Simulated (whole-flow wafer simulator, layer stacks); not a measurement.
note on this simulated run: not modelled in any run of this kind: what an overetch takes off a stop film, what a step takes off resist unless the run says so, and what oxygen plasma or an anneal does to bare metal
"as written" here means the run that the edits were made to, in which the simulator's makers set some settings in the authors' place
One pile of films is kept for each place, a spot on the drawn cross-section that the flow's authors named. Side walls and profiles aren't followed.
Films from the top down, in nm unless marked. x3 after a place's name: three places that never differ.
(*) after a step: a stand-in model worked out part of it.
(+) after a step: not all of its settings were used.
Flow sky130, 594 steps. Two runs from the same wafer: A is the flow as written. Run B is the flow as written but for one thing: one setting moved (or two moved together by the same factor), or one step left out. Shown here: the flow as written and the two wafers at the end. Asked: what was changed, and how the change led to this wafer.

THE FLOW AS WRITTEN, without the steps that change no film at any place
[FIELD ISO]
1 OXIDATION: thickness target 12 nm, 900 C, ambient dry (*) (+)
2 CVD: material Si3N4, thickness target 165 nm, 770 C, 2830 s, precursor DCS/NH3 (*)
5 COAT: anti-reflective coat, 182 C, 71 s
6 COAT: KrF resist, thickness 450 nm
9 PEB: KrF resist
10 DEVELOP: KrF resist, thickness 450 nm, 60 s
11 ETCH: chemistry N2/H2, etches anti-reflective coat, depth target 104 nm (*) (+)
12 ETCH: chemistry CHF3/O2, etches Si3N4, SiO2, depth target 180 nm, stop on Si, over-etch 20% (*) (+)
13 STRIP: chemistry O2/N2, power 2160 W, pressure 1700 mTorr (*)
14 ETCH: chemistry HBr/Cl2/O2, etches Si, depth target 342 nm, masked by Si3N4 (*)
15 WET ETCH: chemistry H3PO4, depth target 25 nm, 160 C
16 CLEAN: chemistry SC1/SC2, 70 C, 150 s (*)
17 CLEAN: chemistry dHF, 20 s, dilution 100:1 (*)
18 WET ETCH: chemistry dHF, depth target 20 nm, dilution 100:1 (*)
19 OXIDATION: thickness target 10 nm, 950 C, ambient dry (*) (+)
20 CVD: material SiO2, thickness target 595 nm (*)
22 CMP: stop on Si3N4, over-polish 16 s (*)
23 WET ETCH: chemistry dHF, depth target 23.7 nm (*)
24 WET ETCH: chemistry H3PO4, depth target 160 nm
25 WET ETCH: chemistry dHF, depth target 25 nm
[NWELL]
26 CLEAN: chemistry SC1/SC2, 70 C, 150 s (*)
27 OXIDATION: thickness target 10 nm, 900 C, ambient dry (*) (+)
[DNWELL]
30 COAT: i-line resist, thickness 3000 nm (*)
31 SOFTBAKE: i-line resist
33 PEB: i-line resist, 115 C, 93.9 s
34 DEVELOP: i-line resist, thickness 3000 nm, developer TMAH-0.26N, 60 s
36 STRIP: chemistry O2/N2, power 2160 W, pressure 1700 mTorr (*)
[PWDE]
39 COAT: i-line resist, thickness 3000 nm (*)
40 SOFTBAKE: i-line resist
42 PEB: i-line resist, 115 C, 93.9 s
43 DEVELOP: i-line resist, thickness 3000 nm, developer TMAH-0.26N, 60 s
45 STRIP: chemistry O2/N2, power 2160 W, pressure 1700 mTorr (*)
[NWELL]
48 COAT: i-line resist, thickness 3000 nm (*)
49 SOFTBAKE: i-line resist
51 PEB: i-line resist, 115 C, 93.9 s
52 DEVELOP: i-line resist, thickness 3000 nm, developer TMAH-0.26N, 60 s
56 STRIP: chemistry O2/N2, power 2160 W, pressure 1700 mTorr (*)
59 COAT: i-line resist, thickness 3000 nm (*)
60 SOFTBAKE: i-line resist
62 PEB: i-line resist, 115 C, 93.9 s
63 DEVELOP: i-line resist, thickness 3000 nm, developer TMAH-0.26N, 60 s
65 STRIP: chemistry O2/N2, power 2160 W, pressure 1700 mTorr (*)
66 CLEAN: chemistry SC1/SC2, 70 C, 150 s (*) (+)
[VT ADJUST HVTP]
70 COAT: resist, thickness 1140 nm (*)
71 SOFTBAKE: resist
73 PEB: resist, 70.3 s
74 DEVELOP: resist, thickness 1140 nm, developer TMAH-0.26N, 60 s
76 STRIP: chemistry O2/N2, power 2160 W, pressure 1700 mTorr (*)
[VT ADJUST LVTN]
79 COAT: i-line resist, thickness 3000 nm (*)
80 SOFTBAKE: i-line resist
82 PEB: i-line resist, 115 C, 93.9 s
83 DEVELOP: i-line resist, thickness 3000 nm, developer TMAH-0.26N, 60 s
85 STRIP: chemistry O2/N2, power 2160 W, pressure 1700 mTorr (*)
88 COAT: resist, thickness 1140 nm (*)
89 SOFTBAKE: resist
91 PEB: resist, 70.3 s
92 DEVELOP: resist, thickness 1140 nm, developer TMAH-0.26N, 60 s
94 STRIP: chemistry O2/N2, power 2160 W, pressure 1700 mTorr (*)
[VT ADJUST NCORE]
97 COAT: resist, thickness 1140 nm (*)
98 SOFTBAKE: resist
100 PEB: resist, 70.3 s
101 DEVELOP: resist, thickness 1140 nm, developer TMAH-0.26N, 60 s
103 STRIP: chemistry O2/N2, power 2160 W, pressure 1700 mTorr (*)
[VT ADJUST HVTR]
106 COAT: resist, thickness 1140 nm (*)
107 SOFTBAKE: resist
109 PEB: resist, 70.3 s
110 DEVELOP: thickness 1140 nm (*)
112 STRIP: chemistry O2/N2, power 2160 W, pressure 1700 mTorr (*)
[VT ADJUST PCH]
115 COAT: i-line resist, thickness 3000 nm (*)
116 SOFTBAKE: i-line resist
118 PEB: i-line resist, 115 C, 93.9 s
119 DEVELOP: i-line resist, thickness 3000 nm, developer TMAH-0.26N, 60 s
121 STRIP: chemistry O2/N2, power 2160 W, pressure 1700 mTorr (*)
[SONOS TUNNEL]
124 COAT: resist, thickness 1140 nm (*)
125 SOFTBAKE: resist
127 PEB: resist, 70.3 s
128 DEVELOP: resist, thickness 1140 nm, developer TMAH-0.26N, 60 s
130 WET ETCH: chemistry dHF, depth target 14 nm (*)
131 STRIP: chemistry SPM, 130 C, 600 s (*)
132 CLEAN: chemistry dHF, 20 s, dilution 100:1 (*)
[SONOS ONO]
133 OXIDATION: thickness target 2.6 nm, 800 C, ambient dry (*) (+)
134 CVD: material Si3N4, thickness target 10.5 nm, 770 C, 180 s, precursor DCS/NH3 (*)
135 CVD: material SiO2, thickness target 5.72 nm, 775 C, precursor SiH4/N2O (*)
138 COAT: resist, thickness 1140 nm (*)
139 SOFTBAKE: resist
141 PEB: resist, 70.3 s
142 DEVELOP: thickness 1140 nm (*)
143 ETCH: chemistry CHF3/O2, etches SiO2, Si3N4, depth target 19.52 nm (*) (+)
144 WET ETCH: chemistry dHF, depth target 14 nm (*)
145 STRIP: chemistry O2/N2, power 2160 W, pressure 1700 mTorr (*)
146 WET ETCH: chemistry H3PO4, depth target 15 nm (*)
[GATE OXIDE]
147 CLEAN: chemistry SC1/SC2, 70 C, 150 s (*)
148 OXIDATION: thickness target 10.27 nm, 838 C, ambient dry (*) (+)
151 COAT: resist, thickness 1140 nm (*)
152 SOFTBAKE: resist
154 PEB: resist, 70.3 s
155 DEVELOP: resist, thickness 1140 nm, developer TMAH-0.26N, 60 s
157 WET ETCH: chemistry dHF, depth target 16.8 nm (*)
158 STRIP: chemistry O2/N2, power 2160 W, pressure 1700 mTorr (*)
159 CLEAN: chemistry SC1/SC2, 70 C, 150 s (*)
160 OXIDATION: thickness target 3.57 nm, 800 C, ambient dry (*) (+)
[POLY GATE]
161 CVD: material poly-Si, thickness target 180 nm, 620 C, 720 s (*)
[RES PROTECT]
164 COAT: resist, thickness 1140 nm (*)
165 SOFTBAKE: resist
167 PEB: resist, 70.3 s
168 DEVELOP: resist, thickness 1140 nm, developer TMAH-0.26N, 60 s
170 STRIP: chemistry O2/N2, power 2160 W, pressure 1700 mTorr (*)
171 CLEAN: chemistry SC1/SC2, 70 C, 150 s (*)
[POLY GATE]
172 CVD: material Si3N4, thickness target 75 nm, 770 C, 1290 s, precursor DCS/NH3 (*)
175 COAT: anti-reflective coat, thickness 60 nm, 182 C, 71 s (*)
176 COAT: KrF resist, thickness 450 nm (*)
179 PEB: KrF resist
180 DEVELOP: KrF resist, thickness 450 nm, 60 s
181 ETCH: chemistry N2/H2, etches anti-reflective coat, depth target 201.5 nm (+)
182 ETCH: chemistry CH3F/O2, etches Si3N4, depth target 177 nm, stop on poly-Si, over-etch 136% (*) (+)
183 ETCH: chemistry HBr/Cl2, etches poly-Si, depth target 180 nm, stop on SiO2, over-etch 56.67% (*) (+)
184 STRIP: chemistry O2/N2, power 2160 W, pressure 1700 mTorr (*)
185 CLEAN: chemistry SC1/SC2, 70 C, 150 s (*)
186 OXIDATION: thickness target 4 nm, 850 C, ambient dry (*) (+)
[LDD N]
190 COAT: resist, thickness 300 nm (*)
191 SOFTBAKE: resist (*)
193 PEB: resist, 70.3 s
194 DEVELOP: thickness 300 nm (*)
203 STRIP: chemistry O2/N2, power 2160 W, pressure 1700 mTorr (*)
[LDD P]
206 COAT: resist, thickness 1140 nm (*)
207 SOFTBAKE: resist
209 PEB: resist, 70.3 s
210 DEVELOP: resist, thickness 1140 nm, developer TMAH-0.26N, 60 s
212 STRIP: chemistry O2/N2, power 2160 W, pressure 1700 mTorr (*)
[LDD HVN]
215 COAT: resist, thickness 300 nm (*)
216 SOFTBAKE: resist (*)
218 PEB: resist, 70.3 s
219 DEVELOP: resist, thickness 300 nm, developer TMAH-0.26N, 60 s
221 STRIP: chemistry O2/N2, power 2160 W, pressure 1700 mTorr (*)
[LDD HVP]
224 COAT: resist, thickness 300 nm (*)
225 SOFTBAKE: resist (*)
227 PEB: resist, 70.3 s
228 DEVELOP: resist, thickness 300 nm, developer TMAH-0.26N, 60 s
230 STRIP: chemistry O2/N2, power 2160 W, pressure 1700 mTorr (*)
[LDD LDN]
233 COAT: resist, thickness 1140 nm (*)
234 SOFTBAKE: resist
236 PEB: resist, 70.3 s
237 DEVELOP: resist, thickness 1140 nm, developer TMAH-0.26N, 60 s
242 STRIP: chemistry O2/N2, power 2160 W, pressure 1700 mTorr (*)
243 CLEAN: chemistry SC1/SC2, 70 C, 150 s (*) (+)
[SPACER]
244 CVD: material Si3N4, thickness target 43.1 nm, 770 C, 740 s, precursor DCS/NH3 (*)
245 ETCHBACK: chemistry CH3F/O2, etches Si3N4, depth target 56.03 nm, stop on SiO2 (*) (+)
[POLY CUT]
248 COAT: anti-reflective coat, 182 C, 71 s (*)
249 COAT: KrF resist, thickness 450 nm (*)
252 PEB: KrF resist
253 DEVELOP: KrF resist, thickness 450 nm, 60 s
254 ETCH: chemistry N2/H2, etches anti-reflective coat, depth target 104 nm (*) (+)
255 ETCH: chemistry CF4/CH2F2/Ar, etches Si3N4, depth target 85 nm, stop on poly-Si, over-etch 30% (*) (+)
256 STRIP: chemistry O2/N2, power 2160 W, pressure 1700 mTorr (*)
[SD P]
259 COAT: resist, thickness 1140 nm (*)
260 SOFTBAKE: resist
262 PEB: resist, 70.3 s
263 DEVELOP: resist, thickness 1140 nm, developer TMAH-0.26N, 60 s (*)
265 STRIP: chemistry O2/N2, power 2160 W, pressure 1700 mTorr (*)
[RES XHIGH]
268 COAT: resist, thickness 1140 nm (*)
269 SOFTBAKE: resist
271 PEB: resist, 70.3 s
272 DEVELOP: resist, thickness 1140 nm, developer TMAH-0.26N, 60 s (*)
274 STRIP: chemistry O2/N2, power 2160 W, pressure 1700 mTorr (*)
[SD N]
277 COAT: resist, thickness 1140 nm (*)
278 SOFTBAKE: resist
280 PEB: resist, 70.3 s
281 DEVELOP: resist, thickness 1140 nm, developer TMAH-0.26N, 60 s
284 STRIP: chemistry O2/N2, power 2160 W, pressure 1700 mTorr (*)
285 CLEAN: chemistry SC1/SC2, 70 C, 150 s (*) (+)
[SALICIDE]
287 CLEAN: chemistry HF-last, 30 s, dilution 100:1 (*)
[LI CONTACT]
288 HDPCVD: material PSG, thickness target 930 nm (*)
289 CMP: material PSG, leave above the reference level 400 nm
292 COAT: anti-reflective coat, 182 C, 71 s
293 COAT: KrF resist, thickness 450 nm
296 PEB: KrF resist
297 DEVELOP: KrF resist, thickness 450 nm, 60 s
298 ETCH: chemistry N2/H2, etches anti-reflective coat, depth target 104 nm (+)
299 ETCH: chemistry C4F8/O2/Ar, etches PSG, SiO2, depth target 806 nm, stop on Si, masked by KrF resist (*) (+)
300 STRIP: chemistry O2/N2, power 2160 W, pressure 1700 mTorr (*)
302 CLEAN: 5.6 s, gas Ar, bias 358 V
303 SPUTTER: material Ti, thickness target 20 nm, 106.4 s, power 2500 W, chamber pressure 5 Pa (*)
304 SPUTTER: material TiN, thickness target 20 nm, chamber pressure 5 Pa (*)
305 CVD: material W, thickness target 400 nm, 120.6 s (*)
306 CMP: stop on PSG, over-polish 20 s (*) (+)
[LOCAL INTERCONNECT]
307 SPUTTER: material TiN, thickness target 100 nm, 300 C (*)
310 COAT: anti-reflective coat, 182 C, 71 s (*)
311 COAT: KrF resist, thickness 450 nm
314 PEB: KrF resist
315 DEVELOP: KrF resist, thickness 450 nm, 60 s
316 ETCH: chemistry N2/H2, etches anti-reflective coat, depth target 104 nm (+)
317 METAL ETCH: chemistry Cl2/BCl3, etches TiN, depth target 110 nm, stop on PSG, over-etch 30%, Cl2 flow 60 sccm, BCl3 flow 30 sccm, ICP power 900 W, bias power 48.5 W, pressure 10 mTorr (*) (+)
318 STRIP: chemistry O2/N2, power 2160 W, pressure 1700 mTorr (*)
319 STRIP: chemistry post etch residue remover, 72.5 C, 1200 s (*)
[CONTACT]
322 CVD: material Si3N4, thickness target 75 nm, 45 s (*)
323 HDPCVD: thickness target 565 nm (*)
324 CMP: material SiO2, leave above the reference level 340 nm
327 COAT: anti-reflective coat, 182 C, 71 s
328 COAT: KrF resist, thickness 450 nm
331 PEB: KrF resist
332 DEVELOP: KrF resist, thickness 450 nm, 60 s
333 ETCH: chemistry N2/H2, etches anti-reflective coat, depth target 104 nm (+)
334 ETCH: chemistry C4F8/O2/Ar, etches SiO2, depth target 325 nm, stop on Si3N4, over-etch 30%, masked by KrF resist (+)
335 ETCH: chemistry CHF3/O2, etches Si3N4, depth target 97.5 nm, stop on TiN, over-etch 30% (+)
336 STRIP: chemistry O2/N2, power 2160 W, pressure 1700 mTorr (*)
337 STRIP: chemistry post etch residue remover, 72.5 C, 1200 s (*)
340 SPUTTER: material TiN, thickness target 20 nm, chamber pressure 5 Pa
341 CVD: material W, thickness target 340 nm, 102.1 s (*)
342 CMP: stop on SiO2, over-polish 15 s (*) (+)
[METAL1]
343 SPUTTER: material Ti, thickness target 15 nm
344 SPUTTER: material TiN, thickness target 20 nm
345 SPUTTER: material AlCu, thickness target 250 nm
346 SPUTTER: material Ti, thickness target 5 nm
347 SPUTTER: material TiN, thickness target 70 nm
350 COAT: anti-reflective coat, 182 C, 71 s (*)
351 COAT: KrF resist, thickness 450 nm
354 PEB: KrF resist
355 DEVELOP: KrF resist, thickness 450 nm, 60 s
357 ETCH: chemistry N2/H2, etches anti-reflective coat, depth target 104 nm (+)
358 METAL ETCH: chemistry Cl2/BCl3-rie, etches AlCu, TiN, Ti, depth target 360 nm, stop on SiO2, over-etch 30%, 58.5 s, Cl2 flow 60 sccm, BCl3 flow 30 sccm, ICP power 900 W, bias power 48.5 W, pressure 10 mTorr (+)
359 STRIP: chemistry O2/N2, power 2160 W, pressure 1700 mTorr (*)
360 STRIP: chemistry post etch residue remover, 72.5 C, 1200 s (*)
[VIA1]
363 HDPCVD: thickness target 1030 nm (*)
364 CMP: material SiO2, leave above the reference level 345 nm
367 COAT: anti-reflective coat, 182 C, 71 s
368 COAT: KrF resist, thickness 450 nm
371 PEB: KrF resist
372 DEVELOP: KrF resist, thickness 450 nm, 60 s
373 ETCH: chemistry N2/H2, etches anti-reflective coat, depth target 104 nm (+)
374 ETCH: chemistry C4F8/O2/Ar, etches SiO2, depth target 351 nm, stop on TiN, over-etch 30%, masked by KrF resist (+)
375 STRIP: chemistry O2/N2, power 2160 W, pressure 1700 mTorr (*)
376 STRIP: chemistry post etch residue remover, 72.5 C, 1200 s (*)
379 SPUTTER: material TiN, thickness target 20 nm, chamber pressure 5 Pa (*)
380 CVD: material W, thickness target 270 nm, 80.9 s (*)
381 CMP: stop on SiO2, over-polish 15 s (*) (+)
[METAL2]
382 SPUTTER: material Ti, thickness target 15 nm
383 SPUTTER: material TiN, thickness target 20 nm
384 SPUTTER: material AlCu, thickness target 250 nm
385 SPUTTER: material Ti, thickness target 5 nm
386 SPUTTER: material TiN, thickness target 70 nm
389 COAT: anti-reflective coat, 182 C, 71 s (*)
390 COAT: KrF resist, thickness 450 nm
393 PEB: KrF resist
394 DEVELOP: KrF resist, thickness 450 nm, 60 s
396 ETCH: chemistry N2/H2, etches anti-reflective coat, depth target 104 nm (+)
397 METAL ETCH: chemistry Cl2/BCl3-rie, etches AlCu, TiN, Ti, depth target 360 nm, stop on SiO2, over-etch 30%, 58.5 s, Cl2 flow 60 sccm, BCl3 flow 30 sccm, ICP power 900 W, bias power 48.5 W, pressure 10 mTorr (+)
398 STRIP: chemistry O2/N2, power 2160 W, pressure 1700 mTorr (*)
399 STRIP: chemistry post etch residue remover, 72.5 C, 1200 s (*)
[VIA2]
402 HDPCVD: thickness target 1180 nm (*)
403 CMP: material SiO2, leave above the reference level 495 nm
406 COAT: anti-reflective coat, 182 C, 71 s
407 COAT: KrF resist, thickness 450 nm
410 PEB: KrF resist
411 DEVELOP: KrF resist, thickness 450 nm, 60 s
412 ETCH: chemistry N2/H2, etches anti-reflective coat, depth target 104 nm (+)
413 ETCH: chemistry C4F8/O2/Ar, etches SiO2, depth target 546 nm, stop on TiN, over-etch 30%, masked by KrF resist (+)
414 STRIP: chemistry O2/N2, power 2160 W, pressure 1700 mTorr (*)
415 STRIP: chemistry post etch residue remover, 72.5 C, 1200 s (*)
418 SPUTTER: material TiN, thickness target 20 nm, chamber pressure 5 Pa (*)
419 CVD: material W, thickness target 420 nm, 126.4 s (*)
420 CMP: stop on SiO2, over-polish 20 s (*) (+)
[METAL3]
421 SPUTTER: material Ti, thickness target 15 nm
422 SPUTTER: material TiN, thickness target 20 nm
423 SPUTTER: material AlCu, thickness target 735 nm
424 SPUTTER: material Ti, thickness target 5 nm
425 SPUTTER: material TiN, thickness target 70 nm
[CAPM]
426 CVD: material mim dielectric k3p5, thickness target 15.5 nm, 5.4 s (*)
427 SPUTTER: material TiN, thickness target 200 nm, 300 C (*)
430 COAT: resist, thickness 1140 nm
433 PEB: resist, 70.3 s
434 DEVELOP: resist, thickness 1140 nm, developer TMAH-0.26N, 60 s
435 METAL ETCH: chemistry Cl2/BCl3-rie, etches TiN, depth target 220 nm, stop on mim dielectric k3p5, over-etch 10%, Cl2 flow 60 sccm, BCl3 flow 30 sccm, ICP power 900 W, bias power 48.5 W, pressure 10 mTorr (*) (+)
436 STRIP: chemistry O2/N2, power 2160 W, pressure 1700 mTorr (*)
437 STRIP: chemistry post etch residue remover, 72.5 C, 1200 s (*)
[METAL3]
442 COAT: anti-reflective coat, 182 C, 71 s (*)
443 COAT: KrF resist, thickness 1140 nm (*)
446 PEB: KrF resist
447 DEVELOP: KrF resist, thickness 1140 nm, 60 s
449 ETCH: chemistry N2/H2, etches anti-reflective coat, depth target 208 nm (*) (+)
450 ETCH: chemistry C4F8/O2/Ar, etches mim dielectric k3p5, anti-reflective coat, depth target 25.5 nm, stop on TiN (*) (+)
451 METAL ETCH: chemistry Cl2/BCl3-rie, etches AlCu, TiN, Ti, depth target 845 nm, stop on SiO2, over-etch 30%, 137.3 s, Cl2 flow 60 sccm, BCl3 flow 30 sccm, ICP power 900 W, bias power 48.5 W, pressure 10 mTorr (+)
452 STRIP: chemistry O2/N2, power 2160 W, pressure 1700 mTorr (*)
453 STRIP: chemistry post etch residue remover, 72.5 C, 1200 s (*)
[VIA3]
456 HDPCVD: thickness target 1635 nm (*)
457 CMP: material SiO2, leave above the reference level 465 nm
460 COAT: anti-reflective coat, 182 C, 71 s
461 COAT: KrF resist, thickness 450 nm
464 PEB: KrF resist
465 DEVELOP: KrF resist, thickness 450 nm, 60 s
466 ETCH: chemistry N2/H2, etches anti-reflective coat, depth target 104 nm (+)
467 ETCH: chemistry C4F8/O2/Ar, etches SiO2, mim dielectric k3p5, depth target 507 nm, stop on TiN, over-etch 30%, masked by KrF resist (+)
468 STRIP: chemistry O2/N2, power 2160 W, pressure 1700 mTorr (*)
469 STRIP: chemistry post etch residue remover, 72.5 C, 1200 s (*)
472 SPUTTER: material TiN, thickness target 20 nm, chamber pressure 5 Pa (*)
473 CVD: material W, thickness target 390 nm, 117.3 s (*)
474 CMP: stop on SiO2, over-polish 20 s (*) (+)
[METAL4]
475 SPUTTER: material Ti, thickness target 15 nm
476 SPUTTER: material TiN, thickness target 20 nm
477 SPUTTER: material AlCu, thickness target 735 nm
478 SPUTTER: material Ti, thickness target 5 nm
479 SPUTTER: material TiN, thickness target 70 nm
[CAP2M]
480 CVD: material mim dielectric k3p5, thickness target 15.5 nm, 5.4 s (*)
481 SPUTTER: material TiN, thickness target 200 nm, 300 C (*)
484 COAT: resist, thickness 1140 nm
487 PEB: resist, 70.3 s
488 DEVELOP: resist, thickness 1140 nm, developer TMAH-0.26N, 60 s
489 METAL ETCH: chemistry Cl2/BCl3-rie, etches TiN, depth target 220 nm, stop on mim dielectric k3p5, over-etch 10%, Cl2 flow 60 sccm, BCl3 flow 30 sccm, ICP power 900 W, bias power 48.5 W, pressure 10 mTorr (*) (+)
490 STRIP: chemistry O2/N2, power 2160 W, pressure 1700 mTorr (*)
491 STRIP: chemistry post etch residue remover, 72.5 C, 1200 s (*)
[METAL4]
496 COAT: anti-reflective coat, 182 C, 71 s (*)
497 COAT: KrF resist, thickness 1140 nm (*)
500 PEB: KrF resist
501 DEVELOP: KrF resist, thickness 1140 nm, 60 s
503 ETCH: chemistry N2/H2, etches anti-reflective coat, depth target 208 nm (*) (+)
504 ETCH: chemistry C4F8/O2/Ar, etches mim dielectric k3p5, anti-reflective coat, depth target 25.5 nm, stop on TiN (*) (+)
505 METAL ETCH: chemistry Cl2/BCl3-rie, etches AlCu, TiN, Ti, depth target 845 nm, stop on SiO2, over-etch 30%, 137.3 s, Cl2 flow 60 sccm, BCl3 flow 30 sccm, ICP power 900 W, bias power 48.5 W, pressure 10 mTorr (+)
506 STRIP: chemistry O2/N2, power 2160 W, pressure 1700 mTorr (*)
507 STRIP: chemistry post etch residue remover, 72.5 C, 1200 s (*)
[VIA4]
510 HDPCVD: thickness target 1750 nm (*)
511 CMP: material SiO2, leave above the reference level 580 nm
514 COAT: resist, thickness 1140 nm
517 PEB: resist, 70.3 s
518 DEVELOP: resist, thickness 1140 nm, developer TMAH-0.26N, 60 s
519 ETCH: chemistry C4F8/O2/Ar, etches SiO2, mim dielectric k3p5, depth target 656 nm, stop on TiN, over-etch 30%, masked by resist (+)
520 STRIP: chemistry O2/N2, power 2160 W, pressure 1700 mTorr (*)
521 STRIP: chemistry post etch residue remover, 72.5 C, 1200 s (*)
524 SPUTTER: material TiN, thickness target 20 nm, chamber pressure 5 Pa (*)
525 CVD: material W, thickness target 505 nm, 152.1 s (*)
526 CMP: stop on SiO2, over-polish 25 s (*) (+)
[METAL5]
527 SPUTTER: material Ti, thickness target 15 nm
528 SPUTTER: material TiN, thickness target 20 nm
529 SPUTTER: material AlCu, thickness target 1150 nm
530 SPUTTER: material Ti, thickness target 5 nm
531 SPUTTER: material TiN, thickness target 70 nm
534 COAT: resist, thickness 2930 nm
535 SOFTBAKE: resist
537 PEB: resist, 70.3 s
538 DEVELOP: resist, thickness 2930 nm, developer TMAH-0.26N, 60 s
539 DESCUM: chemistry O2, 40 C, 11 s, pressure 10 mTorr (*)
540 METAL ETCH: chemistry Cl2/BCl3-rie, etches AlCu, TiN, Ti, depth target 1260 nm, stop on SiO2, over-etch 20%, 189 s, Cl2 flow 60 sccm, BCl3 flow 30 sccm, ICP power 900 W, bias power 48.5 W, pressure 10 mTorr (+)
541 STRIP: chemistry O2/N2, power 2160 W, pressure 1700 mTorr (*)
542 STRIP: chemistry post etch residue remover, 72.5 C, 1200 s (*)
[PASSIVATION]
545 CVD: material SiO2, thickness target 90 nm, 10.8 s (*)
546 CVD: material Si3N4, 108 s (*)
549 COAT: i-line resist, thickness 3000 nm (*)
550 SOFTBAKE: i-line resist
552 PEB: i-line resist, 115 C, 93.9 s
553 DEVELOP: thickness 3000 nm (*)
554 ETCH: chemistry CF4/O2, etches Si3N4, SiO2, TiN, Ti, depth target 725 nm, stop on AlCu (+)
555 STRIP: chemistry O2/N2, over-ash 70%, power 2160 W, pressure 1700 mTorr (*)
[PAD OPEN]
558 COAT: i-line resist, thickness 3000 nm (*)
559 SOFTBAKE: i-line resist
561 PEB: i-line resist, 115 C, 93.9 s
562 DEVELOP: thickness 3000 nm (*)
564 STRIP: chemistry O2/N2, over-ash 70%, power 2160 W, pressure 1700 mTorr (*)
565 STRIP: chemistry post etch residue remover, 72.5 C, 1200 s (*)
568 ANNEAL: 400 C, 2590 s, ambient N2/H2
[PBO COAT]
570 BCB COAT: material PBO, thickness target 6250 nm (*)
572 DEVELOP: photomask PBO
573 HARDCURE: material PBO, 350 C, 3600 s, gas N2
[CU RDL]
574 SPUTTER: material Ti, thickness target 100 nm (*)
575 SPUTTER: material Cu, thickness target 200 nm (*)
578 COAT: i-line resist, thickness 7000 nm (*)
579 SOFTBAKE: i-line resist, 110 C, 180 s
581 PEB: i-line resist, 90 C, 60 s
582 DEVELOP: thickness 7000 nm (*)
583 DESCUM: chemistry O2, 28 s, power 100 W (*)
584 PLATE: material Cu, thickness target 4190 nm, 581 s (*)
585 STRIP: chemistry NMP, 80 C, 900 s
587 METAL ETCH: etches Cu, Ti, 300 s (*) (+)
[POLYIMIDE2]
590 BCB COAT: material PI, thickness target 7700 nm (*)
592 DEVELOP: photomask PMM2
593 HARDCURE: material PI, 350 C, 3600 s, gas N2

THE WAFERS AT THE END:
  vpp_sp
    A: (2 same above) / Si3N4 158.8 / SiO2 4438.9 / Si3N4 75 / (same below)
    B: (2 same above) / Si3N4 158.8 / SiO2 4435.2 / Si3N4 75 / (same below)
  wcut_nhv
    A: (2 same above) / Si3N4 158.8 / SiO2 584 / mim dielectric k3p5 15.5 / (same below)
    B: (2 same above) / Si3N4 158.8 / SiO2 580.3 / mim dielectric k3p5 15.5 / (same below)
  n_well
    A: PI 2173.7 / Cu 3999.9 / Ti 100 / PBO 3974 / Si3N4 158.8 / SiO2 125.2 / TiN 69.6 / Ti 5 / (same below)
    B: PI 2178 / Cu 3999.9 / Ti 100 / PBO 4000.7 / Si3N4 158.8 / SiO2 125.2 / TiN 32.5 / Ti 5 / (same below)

The cause: step 531, SPUTTER: thickness target 32.9 nm was run, where the flow has thickness target 70 nm.

How the change led to this, step by step:
  531 SPUTTER: material TiN, thickness target 70 nm
      field, active, n_well and 190 more: A TiN +70 (new film) | B TiN +32.9 (new film)
  540 METAL ETCH: chemistry Cl2/BCl3-rie, etches AlCu, TiN, Ti, depth target 1260 nm, stop on SiO2, over-etch 20%, 189 s, Cl2 flow 60 sccm, BCl3 flow 30 sccm, ICP power 900 W, bias power 48.5 W, pressure 10 mTorr (+)
      field, active, gate and 175 more: A TiN -70 (all of it), Ti -5 (all of it), AlCu -1150 (all of it), TiN -20 (all of it), Ti -15 (all of it), SiO2 -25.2 | B TiN -32.9 (all of it), Ti -5 (all of it), AlCu -1150 (all of it), TiN -20 (all of it), Ti -15 (all of it), SiO2 -28.9
  550 SOFTBAKE: i-line resist
      gate_p_lvt, iso_guard_hv_nw: A i-line resist +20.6 | B i-line resist +19.9
      field: A i-line resist -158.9 | B i-line resist -155.7
      (and at 58 more places)
  552 PEB: i-line resist, 115 C, 93.9 s
      n_well, p_well, sd_n, sd_p, pad: A i-line resist -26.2 | B i-line resist -26.8
      m1: A i-line resist -26.6 | B i-line resist -27.2
      (and at 1 more place)
  554 ETCH: chemistry CF4/O2, etches Si3N4, SiO2, TiN, Ti, depth target 725 nm, stop on AlCu (+)
      field, active, n_well and 189 more: A i-line resist -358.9 | B i-line resist -321.8
      pad: A Si3N4 -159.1 (all of it), SiO2 -125.2 (all of it), TiN -69.6 (all of it), Ti -5 (all of it) | B Si3N4 -159.1 (all of it), SiO2 -125.2 (all of it), TiN -32.5 (all of it), Ti -5 (all of it)
  555 STRIP: chemistry O2/N2, over-ash 70%, power 2160 W, pressure 1700 mTorr (*)
      n_well, p_well, sd_n, sd_p: A i-line resist -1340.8 (all of it) | B i-line resist -1410.5 (all of it)
      ndiff_licon_rim, ndiff_licon: A i-line resist -1368.9 (all of it) | B i-line resist -1437.7 (all of it)
      (and at 7 more places)
  559 SOFTBAKE: i-line resist
      gate_p_lvt, iso_guard_hv_nw: A i-line resist +20.6 | B i-line resist +19.9
      gate: A i-line resist -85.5 | B i-line resist -81.9
      (and at 62 more places)
  561 PEB: i-line resist, 115 C, 93.9 s
      n_well, p_well, sd_n, sd_p: A i-line resist -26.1 | B i-line resist -26.7
      m1: A i-line resist -26.6 | B i-line resist -27.2
      (and at 1 more place)
  579 SOFTBAKE: i-line resist, 110 C, 180 s
      m5_stack_ln: A i-line resist -30 | B i-line resist -29.1
